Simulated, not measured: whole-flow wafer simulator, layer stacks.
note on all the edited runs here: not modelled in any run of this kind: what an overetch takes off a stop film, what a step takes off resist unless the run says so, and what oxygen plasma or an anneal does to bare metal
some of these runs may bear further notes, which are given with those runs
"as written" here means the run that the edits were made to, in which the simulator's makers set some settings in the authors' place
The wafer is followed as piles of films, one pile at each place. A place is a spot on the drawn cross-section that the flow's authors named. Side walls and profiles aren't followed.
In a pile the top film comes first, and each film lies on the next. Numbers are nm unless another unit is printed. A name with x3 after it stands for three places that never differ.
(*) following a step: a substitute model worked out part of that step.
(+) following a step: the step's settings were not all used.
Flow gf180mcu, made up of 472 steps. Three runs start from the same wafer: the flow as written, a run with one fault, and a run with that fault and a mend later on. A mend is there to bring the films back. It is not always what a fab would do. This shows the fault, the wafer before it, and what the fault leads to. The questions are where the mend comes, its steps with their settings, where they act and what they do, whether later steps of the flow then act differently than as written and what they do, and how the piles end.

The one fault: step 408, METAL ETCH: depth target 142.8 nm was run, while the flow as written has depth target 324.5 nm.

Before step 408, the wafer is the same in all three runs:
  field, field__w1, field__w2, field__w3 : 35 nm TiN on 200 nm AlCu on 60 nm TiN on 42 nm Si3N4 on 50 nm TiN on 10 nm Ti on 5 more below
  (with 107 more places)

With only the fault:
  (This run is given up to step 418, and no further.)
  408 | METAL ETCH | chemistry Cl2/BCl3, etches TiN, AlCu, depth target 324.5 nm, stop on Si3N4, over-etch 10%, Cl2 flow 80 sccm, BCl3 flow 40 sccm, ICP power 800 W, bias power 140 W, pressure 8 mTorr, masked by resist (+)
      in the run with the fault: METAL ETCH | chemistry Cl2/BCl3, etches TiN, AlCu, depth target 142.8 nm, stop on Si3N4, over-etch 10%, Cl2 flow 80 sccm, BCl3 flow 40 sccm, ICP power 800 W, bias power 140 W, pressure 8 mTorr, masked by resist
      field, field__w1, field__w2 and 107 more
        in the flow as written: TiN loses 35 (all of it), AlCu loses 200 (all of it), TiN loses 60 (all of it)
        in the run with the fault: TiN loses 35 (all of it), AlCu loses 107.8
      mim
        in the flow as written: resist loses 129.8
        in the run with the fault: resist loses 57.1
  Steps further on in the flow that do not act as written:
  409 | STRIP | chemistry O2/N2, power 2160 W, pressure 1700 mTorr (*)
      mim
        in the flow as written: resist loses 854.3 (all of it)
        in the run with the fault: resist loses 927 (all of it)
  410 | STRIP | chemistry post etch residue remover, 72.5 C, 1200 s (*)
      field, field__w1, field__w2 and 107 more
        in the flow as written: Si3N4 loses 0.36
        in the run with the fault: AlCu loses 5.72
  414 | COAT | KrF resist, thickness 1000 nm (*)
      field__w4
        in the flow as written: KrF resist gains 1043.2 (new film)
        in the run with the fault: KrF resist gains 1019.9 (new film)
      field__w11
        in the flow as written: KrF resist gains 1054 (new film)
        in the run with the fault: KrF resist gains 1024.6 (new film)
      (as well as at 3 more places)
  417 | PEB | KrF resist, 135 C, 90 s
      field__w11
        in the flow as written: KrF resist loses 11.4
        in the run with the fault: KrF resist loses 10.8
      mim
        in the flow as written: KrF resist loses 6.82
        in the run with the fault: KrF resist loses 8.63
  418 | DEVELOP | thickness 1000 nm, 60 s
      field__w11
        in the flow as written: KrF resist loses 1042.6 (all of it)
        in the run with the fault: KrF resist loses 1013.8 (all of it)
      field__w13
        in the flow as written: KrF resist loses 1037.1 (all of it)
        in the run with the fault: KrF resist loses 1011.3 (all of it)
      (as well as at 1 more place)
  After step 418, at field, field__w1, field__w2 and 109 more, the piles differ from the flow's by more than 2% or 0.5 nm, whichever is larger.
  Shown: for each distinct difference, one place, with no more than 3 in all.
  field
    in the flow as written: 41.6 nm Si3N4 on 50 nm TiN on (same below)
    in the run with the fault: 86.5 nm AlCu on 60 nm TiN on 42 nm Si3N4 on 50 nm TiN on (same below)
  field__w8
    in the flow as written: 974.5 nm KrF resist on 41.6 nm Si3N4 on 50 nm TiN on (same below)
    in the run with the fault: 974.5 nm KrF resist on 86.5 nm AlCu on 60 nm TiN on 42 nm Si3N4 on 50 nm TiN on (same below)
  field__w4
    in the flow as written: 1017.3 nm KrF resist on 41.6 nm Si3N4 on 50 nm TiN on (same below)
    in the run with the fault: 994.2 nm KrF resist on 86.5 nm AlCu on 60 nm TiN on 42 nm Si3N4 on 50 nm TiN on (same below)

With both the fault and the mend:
  After step 410 comes the mend.
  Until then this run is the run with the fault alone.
  410a | DEHYDRATE | 200 C, 60 s (the flow's step 401, run once more)
      leaves every film unchanged at each place that is followed
  410b | HMDS | 120 C, 60 s (the flow's step 402, run once more)
      leaves every film unchanged at each place that is followed
  410c | COAT | resist, thickness 1000 nm (*) (the flow's step 403, run once more)
      field__w8, m1__w1, iso_ptap_pw and 39 more
        resist gains 1000 (new film)
      field, field_sub__w2, field_sub__w3, field_sub__w4, ld_sd_p, ld_gate_p, ld_acc_p, ld_fp_p
        resist gains 1000.8 (new film)
      field__w6, field_sub, ld_sd_n, ld_gate_n, ld_acc_n, ld_fp_n, ld_drift_n, ld_drn_n
        resist gains 1000.7 (new film)
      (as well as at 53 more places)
  410d | SOFTBAKE | resist (the flow's step 404, run once more)
      field__w5, field__w9, nplus_u
        resist loses 0.11
      field__w12, pplus_u
        resist gains 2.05
      field__w2
        resist gains 1.72
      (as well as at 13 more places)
  410e | EXPOSE | photomask FuseTop (the flow's step 405, run once more)
      leaves every film unchanged at each place that is followed
  410f | PEB | resist, 70.3 s (the flow's step 406, run once more)
      field, field__w1, field__w2 and 99 more
        resist loses 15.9
      field__w7, field__w12, pplus_u, ppoly_u, npoly_sal, ppoly_sal
        resist loses 16
      field__w11, field__w13
        resist loses 16.1
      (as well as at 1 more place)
  410g | DEVELOP | thickness 1000 nm, 60 s (the flow's step 407, run once more)
      field__w8, m1__w1, iso_ptap_pw and 39 more
        resist loses 984.1 (all of it)
      field, ld_fp_p, ld_drift_p, ld_drn_p, ld_body_p_dnw, nw_sep_fld, m1_nw
        resist loses 985 (all of it)
      field__w1, n_well, gate_hv, contact, m1, active_hv, nw_enc_fld_lv__w3
        resist loses 984.6 (all of it)
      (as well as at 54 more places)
  410h | METAL ETCH | chemistry Cl2/BCl3, etches TiN, AlCu, depth target 181.7 nm, stop on Si3N4, over-etch 10%, Cl2 flow 80 sccm, BCl3 flow 40 sccm, ICP power 800 W, bias power 140 W, pressure 8 mTorr, masked by resist (+) (the flow's step 408, run once more with other settings)
      field, field__w1, field__w2 and 107 more
        AlCu loses 86.5 (all of it), TiN loses 60 (all of it)
      mim
        resist loses 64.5
  410i | STRIP | chemistry O2/N2, power 2160 W, pressure 1700 mTorr (*) (the flow's step 409, run once more)
      mim
        resist loses 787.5 (all of it)
  410j | STRIP | chemistry post etch residue remover, 72.5 C, 1200 s (*) (the flow's step 410, run once more)
      field, field__w1, field__w2 and 107 more
        Si3N4 loses 0.36
      mim
        TiN loses 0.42
  Every later step of the flow that is run acts as written, at every place that is followed, to within 2% or 0.5 nm, whichever is larger.
  At the end the piles are close to the flow's at the places that both follow, differing by at most 2% or 0.5 nm, whichever is larger.
